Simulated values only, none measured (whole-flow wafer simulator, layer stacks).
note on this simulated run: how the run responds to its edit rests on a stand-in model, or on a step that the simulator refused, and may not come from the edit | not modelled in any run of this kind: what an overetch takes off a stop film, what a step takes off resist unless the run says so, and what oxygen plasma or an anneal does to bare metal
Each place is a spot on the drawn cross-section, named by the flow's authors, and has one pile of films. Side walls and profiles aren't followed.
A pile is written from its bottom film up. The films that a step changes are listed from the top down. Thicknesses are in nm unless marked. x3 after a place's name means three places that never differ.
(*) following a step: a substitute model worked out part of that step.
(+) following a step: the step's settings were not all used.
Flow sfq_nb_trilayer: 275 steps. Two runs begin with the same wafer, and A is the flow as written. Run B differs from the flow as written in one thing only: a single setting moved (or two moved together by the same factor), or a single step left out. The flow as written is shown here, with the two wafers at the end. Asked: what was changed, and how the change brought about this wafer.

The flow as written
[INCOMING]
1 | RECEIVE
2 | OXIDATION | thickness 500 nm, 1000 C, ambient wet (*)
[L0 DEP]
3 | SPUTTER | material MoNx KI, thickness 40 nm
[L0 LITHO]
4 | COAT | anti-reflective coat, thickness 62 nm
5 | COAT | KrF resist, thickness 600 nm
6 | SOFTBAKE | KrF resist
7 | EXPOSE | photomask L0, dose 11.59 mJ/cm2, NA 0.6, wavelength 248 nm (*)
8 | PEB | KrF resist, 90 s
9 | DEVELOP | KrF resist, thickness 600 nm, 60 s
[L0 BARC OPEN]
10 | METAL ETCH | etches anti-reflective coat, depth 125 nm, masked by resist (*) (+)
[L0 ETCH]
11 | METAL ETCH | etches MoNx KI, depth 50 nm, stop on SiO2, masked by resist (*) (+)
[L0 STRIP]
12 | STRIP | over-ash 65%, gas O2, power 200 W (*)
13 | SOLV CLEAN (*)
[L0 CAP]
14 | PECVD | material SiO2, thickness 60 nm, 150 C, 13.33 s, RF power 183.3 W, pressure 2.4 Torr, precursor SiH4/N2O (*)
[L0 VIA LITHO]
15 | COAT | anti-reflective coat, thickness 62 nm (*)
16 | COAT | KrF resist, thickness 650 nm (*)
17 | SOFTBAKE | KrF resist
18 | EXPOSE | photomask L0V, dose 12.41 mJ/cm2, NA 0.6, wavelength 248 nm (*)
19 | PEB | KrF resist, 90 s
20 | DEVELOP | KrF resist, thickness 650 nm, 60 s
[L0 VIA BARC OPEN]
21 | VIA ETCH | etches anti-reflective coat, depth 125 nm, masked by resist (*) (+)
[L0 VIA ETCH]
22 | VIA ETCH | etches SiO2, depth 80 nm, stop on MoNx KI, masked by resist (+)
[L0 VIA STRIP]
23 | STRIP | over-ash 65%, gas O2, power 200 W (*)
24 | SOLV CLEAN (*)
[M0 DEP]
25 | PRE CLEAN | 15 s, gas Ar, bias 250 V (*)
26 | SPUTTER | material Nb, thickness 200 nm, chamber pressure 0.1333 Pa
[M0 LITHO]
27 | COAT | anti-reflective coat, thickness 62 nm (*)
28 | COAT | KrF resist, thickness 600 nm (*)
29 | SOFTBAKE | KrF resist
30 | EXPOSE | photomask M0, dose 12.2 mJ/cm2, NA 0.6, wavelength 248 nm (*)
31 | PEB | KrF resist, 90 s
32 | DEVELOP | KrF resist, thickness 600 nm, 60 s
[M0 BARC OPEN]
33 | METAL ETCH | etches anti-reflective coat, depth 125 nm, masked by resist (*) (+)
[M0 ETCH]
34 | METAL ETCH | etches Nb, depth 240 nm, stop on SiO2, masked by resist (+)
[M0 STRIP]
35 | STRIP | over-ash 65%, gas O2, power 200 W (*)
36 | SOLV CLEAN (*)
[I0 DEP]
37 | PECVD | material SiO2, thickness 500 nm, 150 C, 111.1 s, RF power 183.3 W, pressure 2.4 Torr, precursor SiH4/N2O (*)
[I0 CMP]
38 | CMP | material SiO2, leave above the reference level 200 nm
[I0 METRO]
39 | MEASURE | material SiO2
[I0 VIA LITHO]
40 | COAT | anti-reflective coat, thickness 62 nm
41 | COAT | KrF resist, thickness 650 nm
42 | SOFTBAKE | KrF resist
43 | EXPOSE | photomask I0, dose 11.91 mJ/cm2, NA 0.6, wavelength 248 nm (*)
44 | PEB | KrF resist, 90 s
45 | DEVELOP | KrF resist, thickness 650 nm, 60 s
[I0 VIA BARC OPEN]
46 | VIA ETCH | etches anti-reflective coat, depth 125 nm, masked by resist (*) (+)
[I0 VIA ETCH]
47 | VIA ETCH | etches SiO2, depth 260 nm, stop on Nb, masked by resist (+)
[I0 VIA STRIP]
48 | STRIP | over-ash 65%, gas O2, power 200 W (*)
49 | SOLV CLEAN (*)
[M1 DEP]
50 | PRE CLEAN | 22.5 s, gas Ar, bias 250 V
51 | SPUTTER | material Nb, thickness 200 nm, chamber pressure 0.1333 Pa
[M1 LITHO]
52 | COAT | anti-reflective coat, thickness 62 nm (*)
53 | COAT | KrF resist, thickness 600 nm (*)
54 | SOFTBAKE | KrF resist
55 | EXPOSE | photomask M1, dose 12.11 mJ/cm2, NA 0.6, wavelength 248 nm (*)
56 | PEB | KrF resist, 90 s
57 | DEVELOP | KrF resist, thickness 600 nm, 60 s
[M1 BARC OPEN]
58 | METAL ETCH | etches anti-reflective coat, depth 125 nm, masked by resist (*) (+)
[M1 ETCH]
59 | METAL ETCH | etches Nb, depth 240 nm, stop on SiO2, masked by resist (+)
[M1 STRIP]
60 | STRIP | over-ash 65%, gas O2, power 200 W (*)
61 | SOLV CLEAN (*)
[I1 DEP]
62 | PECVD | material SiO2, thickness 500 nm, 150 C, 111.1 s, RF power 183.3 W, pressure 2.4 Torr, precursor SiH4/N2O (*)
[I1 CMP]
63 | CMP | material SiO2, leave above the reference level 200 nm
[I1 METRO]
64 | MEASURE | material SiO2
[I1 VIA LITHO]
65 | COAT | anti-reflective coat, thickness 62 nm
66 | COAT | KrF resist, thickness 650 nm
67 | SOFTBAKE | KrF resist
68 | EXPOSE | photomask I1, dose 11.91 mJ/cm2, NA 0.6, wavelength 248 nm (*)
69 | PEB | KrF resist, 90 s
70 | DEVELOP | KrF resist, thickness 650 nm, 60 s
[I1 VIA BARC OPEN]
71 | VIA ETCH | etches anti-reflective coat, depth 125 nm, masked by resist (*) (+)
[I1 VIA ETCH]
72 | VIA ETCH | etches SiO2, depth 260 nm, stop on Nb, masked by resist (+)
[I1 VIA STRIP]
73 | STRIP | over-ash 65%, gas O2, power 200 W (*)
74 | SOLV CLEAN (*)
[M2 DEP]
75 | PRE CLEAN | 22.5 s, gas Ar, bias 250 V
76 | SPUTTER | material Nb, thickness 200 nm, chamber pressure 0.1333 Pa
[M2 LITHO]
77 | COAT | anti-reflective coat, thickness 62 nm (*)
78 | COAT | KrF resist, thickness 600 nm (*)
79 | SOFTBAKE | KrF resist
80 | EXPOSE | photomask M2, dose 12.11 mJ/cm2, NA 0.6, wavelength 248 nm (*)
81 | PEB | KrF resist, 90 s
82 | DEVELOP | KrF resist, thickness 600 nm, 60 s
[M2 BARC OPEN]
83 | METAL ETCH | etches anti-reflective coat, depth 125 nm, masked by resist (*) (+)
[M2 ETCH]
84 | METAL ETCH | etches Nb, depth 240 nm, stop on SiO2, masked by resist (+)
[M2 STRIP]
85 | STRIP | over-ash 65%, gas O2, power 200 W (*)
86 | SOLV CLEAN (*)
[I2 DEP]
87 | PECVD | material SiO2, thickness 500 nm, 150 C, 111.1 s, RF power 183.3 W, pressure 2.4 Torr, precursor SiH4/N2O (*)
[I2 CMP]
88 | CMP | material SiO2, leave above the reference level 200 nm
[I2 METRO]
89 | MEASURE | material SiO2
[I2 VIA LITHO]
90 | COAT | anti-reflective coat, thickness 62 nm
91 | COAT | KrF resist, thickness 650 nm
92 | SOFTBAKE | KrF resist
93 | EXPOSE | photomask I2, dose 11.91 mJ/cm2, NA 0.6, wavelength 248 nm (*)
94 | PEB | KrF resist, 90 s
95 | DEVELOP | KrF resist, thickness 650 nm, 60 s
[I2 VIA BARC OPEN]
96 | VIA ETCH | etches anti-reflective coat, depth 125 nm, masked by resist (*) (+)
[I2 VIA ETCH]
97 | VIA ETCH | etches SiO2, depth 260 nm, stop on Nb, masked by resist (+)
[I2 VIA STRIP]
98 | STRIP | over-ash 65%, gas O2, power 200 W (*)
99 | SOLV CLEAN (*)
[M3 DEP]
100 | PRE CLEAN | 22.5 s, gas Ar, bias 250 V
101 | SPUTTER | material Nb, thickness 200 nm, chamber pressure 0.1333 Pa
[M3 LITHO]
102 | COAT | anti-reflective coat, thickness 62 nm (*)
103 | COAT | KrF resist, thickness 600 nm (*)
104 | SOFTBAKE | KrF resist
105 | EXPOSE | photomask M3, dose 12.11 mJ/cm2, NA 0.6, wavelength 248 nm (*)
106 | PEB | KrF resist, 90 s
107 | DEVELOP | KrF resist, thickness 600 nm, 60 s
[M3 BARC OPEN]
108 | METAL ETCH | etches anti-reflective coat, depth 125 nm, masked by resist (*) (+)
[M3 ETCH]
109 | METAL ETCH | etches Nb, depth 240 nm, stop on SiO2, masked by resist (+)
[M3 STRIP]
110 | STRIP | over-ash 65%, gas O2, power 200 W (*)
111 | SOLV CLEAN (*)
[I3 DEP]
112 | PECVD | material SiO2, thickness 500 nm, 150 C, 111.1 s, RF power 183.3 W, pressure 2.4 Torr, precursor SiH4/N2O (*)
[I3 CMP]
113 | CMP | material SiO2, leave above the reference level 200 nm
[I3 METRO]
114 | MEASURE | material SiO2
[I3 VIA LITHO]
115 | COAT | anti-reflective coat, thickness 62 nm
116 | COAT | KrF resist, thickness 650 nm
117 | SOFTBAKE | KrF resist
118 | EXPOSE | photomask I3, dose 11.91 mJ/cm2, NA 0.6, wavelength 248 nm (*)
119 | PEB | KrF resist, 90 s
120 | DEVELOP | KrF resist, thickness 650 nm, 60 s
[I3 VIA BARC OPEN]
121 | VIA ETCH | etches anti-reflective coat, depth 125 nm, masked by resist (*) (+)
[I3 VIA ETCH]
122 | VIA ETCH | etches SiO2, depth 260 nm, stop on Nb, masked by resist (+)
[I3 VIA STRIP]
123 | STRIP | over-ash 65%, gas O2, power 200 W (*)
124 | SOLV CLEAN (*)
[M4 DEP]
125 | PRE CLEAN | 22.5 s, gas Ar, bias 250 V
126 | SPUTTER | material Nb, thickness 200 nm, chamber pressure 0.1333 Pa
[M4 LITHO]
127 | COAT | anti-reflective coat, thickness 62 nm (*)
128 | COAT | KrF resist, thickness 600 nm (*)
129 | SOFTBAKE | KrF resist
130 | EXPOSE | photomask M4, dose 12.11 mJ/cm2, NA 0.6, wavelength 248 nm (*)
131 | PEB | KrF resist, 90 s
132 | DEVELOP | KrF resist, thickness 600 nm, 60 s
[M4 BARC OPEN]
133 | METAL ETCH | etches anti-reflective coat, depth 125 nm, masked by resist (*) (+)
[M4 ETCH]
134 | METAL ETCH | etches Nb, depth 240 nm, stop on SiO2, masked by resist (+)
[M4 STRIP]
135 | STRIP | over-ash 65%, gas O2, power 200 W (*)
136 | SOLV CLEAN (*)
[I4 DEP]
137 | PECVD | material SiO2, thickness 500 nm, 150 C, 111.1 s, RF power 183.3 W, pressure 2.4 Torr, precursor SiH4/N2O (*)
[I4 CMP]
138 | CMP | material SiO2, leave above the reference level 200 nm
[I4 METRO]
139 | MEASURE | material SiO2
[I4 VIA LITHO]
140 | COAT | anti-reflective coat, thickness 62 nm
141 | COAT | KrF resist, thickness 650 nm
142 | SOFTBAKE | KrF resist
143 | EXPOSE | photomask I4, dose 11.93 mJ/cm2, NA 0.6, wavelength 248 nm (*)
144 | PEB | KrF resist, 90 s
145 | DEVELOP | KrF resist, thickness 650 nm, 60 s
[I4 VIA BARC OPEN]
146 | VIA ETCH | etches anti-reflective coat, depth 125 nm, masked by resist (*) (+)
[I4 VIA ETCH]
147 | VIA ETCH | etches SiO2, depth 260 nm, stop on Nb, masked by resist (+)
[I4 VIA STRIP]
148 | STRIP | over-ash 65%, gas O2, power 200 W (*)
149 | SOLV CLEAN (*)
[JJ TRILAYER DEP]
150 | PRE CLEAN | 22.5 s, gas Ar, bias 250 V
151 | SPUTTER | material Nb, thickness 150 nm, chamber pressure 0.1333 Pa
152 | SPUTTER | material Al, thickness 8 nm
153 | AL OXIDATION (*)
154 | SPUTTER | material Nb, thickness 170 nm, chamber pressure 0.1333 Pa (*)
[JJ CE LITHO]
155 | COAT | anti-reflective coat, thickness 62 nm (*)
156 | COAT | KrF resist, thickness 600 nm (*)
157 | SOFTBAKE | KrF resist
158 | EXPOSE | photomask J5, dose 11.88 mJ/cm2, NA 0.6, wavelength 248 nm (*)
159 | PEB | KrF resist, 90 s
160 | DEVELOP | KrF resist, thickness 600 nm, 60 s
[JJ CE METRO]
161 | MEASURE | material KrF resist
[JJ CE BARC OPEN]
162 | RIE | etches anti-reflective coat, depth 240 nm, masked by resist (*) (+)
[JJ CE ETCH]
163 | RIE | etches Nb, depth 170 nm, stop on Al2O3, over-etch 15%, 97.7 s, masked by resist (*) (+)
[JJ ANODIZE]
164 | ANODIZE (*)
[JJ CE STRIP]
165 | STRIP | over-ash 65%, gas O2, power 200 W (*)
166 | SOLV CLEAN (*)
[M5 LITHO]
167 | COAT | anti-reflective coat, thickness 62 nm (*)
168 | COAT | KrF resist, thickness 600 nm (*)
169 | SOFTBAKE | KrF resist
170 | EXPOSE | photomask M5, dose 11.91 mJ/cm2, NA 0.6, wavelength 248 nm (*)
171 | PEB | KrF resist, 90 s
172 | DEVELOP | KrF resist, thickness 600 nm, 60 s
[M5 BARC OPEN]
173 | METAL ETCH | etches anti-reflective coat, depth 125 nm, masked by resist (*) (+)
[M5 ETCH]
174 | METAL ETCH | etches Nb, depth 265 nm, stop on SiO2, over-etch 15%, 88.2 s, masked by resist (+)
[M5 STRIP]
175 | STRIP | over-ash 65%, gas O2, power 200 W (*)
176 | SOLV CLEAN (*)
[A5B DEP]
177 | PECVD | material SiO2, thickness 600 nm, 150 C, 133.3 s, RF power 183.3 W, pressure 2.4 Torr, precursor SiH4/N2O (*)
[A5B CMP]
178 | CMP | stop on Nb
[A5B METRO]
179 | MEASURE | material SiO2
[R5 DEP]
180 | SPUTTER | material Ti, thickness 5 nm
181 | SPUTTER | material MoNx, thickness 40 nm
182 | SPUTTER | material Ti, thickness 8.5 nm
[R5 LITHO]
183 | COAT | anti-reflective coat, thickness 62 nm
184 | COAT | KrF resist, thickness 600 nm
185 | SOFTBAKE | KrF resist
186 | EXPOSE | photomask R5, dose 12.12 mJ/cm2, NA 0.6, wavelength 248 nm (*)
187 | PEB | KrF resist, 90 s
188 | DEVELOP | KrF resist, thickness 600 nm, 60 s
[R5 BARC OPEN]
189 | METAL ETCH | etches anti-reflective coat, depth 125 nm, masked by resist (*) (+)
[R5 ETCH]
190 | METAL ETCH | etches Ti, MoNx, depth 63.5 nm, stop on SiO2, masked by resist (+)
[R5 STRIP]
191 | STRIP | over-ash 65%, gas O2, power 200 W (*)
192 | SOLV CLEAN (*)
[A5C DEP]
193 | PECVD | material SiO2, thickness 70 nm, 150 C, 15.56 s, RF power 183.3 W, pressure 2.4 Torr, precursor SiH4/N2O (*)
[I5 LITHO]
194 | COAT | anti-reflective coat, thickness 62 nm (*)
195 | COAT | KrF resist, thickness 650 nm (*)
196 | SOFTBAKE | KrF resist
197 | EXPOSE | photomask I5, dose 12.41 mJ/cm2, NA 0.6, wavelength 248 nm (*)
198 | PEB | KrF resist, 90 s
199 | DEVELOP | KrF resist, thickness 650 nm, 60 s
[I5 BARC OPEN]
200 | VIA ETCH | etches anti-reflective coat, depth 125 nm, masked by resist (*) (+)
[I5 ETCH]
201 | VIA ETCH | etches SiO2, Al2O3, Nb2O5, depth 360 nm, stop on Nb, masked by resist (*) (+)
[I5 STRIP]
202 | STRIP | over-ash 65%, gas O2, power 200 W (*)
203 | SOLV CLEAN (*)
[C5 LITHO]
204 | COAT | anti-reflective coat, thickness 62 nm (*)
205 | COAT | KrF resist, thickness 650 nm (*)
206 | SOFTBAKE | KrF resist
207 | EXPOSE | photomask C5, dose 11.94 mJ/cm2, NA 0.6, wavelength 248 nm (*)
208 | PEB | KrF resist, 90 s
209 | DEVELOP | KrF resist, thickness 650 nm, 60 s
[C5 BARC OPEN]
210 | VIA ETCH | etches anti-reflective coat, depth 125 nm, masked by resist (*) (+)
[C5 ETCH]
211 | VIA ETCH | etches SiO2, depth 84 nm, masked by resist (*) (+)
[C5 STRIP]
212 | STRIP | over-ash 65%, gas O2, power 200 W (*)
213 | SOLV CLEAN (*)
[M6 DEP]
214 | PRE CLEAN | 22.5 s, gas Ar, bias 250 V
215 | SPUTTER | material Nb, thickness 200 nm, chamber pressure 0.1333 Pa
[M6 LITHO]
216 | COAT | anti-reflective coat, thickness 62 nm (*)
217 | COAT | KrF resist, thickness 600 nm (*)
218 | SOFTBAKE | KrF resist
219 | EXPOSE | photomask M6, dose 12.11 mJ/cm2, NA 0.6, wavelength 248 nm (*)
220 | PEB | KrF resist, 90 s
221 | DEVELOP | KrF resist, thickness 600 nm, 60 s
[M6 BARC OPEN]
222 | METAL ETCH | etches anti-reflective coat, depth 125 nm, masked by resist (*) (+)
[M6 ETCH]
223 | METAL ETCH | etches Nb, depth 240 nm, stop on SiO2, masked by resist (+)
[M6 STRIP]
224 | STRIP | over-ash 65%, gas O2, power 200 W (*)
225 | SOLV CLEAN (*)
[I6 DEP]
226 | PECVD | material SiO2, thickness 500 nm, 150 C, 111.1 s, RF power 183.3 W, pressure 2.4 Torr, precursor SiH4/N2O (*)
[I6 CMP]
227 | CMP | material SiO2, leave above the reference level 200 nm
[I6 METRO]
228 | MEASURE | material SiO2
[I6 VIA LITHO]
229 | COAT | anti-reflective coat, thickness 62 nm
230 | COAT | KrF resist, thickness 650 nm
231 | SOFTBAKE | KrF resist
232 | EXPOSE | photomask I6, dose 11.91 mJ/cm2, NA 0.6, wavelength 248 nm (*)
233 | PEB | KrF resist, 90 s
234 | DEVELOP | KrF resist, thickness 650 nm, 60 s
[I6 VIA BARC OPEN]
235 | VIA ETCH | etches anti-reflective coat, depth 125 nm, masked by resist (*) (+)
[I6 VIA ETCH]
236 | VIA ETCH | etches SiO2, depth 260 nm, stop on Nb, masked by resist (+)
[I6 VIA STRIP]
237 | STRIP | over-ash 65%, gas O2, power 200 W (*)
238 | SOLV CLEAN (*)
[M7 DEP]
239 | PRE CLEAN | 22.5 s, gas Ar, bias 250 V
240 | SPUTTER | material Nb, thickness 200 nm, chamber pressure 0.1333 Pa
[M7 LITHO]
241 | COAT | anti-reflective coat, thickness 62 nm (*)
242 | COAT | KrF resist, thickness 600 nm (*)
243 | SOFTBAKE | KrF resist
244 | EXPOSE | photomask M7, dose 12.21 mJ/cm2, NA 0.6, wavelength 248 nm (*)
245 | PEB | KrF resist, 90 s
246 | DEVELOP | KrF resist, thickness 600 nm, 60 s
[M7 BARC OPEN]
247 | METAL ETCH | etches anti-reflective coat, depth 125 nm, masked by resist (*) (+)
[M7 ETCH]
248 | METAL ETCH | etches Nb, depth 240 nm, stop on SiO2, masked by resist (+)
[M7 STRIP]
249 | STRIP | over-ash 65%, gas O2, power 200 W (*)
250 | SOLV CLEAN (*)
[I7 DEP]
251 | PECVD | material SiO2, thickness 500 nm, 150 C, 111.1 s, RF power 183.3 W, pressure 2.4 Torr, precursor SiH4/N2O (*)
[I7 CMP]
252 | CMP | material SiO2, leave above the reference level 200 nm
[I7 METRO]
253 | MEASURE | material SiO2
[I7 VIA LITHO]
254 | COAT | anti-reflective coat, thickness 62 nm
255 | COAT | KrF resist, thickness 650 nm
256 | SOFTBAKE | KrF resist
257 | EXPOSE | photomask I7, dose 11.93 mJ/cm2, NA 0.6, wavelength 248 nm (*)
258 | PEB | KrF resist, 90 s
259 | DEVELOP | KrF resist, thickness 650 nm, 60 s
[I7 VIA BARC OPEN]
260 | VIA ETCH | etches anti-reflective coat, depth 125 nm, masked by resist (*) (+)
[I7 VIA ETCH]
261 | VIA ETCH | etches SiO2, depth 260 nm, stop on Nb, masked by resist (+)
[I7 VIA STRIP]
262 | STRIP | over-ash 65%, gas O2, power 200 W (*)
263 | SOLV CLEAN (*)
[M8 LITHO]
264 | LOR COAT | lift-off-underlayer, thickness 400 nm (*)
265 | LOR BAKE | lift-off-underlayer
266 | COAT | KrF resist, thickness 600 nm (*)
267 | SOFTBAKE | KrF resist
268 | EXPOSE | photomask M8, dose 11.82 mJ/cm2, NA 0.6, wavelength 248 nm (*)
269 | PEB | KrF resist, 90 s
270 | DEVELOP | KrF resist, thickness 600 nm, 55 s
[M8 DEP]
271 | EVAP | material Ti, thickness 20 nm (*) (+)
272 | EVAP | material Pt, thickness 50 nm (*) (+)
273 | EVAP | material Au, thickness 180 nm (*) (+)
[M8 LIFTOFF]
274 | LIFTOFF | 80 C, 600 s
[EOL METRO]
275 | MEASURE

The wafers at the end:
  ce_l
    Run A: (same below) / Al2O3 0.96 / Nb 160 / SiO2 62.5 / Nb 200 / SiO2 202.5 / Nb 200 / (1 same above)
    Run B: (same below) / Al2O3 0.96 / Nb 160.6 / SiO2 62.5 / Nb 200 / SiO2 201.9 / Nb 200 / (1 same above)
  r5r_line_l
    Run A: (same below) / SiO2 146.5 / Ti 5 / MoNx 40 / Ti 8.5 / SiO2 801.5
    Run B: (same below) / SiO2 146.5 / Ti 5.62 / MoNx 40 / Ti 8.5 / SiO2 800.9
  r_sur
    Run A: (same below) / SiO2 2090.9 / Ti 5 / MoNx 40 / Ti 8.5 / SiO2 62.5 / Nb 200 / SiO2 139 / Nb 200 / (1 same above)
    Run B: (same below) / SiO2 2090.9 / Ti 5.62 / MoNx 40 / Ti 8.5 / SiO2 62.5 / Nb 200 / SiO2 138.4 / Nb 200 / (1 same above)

Cause: step 180, SPUTTER: thickness 5.625 nm was run, whereas the flow has thickness 5 nm.
The wafer itself shows it: r5r_line_l has Ti 5.62, and step 180 as written asks for 5 nm.

The path from the change to this, step by step:
  180 | SPUTTER | material Ti, thickness 5 nm
      field_l, v_sur, via_wl and 103 more: A +5 Ti (new film) | B +5.62 Ti (new film)
  190 | METAL ETCH | etches Ti, MoNx, depth 63.5 nm, stop on SiO2, masked by resist (+)
      field_l, v_sur, via_wl and 92 more: A -8.5 Ti (all of it), -40 MoNx (all of it), -5 Ti (all of it) | B -8.5 Ti (all of it), -40 MoNx (all of it), -5.62 Ti (all of it)
      ce_l, c5j, ce_r, wl_jj: A -8.5 Ti (all of it), -40 MoNx (all of it), -5 Ti (all of it), -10 Nb | B -8.5 Ti (all of it), -40 MoNx (all of it), -5.62 Ti (all of it), -9.38 Nb
